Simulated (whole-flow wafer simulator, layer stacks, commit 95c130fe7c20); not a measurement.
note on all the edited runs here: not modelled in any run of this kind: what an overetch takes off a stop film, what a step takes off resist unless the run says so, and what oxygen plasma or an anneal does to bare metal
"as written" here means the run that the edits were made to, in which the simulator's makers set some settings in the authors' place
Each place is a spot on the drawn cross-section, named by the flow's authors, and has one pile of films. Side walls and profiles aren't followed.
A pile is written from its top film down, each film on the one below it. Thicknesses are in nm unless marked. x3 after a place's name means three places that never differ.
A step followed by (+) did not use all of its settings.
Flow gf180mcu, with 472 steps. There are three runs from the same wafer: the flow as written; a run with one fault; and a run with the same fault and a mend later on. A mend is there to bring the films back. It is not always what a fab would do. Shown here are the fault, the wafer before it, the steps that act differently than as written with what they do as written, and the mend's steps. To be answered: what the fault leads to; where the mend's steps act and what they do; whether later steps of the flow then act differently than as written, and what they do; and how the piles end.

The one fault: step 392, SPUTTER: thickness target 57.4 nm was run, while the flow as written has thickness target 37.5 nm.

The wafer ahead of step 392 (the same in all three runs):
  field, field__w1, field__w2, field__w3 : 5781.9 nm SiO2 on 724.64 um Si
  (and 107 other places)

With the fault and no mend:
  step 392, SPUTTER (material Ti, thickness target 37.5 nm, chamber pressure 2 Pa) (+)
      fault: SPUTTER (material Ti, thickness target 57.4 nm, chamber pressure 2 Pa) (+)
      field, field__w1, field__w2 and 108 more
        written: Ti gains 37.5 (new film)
        fault: Ti gains 57.4 (new film)
  Later steps of the flow acting differently than as written (1 other step is not shown; it differs only slightly, by no more than 2% or 0.5 nm, whichever is larger):
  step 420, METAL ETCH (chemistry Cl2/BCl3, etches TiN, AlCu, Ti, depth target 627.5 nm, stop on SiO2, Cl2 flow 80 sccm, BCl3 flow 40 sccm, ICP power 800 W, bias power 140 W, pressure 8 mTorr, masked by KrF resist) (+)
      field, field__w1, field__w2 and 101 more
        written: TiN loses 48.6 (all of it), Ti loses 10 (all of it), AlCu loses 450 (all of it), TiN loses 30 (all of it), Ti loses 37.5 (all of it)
        fault: TiN loses 48.6 (all of it), Ti loses 10 (all of it), AlCu loses 450 (all of it), TiN loses 30 (all of it), Ti loses 57.4 (all of it)
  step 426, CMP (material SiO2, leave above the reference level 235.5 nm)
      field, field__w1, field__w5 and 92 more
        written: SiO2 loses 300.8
        fault: SiO2 loses 280.9
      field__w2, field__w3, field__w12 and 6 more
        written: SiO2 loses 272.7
        fault: SiO2 loses 251.9
  At field__w4, field__w8, contact, m1, m1__w1, mim, mim_1p0, m1_nw, the piles at the end differ from the flow's by more than 2% or 0.5 nm, whichever is larger.
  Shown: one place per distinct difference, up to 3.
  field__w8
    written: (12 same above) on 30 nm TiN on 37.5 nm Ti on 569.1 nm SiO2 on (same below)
    fault: (12 same above) on 30 nm TiN on 57.4 nm Ti on 569.1 nm SiO2 on (same below)
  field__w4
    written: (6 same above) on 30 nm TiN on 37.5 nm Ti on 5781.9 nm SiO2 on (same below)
    fault: (6 same above) on 30 nm TiN on 57.4 nm Ti on 5781.9 nm SiO2 on (same below)
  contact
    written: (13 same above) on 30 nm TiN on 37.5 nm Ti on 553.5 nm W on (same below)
    fault: (13 same above) on 30 nm TiN on 57.4 nm Ti on 553.5 nm W on (same below)

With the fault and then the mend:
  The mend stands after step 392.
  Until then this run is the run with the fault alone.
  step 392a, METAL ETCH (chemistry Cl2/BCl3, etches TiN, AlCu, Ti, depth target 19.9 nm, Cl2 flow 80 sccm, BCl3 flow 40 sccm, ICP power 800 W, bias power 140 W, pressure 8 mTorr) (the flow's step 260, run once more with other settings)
      field, field__w1, field__w2 and 108 more
        Ti loses 19.9
  Every later step of the flow that is run acts as written at every place that is followed.
  At every place that both follow, the piles at the end match the flow's.
